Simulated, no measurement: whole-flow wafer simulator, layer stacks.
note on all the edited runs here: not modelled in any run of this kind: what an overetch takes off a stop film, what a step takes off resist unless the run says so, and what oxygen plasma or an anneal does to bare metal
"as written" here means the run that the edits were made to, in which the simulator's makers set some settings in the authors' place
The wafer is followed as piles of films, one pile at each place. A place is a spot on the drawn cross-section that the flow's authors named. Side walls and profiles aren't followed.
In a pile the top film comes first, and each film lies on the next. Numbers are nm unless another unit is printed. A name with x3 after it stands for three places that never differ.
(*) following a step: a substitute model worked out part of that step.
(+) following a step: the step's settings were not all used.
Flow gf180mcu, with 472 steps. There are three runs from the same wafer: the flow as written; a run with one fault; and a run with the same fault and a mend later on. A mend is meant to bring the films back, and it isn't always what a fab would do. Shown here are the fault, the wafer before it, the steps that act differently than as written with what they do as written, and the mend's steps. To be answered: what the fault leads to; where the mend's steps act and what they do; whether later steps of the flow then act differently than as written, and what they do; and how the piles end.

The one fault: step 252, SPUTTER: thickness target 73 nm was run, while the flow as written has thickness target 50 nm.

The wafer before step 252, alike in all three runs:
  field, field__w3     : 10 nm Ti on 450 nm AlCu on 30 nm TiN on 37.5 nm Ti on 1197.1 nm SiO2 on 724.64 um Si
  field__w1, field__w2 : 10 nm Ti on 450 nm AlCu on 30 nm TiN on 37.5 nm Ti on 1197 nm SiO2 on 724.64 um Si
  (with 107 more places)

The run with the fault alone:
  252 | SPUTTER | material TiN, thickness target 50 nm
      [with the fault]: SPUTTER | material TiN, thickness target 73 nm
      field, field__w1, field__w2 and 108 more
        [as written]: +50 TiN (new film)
        [with the fault]: +73 TiN (new film)
  Later steps of the flow acting differently than as written (not shown: 3 more steps that differ only slightly, by at most 2% or 0.5 nm, whichever is larger):
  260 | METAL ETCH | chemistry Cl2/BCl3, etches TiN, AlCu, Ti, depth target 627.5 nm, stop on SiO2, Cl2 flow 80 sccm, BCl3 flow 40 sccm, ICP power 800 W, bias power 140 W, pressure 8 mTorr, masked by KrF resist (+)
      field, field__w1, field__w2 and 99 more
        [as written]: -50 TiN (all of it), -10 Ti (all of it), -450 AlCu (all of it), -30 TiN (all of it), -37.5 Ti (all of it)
        [with the fault]: -73 TiN (all of it), -10 Ti (all of it), -450 AlCu (all of it), -30 TiN (all of it), -37.5 Ti (all of it)
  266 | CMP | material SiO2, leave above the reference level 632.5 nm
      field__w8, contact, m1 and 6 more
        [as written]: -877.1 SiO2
        [with the fault]: -900.1 SiO2
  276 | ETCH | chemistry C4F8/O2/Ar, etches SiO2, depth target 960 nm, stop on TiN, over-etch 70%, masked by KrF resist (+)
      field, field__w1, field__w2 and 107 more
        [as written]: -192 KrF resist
        [with the fault]: -186.8 KrF resist
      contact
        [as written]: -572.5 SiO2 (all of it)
        [with the fault]: -549.5 SiO2 (all of it)
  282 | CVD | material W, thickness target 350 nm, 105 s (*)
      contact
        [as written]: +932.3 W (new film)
        [with the fault]: +909.1 W (new film)
  At field__w8, contact, m1 and 6 more, the piles at the end differ from the flow's by more than 2% or 0.5 nm, whichever is larger.
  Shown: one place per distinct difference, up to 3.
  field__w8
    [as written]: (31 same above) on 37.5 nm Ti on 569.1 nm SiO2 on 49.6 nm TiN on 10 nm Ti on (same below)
    [with the fault]: (31 same above) on 37.5 nm Ti on 546.1 nm SiO2 on 72.6 nm TiN on 10 nm Ti on (same below)
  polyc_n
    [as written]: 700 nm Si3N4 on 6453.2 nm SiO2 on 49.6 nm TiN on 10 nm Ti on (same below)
    [with the fault]: 700 nm Si3N4 on 6430.2 nm SiO2 on 72.6 nm TiN on 10 nm Ti on (same below)
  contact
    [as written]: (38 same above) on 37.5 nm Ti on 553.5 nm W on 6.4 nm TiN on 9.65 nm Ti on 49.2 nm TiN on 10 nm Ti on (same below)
    [with the fault]: (38 same above) on 37.5 nm Ti on 530.3 nm W on 6.49 nm TiN on 9.78 nm Ti on 72.2 nm TiN on 10 nm Ti on (same below)

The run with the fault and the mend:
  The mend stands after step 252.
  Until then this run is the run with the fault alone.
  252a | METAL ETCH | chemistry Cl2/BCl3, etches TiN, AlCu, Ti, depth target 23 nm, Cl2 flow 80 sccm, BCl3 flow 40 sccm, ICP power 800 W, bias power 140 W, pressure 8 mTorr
      field, field__w1, field__w2 and 108 more
        -23 TiN
  None of the later steps of the flow acts differently than as written at any place that is followed.
  At every place that both follow, the piles at the end match the flow's.
